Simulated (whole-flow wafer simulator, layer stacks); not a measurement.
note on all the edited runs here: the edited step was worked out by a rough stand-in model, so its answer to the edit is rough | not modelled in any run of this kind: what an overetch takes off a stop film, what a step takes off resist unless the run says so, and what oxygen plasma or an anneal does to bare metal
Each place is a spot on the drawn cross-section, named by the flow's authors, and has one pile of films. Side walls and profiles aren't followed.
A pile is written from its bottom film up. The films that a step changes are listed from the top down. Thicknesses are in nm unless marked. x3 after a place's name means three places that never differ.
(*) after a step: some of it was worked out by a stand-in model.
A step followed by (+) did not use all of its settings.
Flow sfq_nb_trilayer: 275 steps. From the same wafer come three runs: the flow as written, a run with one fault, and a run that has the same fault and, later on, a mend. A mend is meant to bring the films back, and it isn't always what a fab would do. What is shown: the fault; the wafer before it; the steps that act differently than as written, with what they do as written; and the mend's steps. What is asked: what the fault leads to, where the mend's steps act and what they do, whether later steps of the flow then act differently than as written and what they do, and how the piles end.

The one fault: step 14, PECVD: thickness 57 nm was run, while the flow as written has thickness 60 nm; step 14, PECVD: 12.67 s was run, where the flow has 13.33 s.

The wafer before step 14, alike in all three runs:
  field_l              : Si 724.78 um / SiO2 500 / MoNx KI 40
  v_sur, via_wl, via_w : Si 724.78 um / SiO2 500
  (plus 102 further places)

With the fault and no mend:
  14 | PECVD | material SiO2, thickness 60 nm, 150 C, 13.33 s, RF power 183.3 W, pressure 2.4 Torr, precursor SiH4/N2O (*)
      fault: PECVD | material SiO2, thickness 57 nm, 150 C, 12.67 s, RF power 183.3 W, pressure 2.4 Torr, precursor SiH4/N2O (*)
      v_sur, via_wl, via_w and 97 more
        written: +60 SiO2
        fault: +57 SiO2
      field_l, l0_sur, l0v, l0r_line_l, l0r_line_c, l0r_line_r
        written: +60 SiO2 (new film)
        fault: +57 SiO2 (new film)
  Steps further on in the flow that do not act as written (not shown: 13 more steps that differ only slightly, by at most 2% or 0.5 nm, whichever is larger):
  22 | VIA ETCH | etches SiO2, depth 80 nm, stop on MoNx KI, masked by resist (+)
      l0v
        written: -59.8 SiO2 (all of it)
        fault: -56.8 SiO2 (all of it)
  The piles end different from the flow's at field_l, l0_sur, l0r_line_l, l0r_line_c, l0r_line_r by more than 2% or 0.5 nm, whichever is larger.
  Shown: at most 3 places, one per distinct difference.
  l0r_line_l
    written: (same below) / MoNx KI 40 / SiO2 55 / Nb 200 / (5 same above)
    fault: (same below) / MoNx KI 40 / SiO2 52 / Nb 200 / (5 same above)
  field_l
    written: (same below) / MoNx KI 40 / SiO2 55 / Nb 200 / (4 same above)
    fault: (same below) / MoNx KI 40 / SiO2 52 / Nb 200 / (4 same above)
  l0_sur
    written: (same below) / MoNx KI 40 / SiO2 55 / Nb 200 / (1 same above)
    fault: (same below) / MoNx KI 40 / SiO2 52 / Nb 200 / (1 same above)

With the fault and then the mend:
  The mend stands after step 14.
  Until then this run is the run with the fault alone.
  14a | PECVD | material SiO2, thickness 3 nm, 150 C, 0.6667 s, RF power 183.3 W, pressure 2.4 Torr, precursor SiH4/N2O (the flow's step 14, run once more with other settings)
      field_l, v_sur, via_wl and 103 more
        +3 SiO2
  None of the later steps of the flow differs from how it acts as written, at any place that is followed, by more than 2% or 0.5 nm, whichever is larger.
  The piles end the same as the flow's at every place that both follow.
